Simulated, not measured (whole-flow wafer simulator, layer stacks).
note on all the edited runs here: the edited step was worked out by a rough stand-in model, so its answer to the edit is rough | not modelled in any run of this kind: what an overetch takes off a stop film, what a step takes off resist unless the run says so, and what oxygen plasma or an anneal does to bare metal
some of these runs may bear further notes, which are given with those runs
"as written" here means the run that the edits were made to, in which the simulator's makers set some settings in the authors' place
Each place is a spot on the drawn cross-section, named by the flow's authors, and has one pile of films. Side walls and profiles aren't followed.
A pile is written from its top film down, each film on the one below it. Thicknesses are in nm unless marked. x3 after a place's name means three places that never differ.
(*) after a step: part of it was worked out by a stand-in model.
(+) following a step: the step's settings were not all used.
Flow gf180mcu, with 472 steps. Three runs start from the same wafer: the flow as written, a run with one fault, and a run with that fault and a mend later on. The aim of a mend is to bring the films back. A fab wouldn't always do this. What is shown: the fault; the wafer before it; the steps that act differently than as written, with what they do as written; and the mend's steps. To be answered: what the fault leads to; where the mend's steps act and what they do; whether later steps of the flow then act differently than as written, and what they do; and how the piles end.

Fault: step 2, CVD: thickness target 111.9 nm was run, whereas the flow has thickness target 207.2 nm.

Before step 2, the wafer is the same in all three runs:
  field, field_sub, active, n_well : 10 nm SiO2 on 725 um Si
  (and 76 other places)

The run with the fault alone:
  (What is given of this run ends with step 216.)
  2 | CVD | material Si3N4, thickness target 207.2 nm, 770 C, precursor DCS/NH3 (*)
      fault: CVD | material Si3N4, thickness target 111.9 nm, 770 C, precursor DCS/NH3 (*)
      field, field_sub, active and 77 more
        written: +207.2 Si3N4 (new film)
        fault: +111.9 Si3N4 (new film)
  Steps further on in the flow that do not act as written (10 other steps are not shown; they differ only slightly, by no more than 2% or 0.5 nm, whichever is larger):
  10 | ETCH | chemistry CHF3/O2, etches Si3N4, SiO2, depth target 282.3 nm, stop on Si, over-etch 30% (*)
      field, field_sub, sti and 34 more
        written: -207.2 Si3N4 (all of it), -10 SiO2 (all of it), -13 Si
        fault: -111.9 Si3N4 (all of it), -10 SiO2 (all of it), -32.1 Si
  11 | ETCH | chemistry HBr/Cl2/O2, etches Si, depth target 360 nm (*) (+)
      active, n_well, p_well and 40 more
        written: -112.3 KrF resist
        fault: -106 KrF resist
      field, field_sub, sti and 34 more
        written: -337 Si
        fault: -317.9 Si
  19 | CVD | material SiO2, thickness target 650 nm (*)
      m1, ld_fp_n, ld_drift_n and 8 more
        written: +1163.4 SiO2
        fault: +1068.1 SiO2
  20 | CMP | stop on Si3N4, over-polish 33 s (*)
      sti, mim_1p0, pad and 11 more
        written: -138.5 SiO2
        fault: -233.8 SiO2
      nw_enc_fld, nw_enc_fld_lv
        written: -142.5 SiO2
        fault: -237.8 SiO2
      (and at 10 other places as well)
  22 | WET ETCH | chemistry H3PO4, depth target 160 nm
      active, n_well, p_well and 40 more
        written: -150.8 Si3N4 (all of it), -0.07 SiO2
        fault: -55.5 Si3N4 (all of it), -0.82 SiO2
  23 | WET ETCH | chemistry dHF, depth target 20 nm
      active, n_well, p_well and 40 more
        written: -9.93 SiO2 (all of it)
        fault: -9.18 SiO2 (all of it)
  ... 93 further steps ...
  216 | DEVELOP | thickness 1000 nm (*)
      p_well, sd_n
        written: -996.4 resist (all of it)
        fault: -904 resist (all of it)
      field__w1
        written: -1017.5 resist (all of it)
        fault: -1063.1 resist (all of it)
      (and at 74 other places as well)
  The piles after step 216 differ from the flow's at field, field__w1, field__w2 and 68 more by more than 2% or 0.5 nm, whichever is larger.
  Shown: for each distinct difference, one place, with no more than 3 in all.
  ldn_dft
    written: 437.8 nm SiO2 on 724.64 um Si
    fault: 50 nm SiO2 on 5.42 nm Si3N4 on 296.5 nm SiO2 on 724.63 um Si
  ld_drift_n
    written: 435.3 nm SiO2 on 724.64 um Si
    fault: 20 nm SiO2 on 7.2 nm Si3N4 on 294.7 nm SiO2 on 724.63 um Si
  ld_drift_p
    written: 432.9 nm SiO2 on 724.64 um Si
    fault: 20 nm SiO2 on 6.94 nm Si3N4 on 294.9 nm SiO2 on 724.63 um Si

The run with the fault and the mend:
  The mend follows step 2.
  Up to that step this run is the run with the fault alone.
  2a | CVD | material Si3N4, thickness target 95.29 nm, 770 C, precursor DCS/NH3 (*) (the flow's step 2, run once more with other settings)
      field, field_sub, active and 77 more
        +95.3 Si3N4
  Later steps of the flow that are run all act as written at every place that is followed.
  By the end, the piles equal the flow's at every place that both follow.
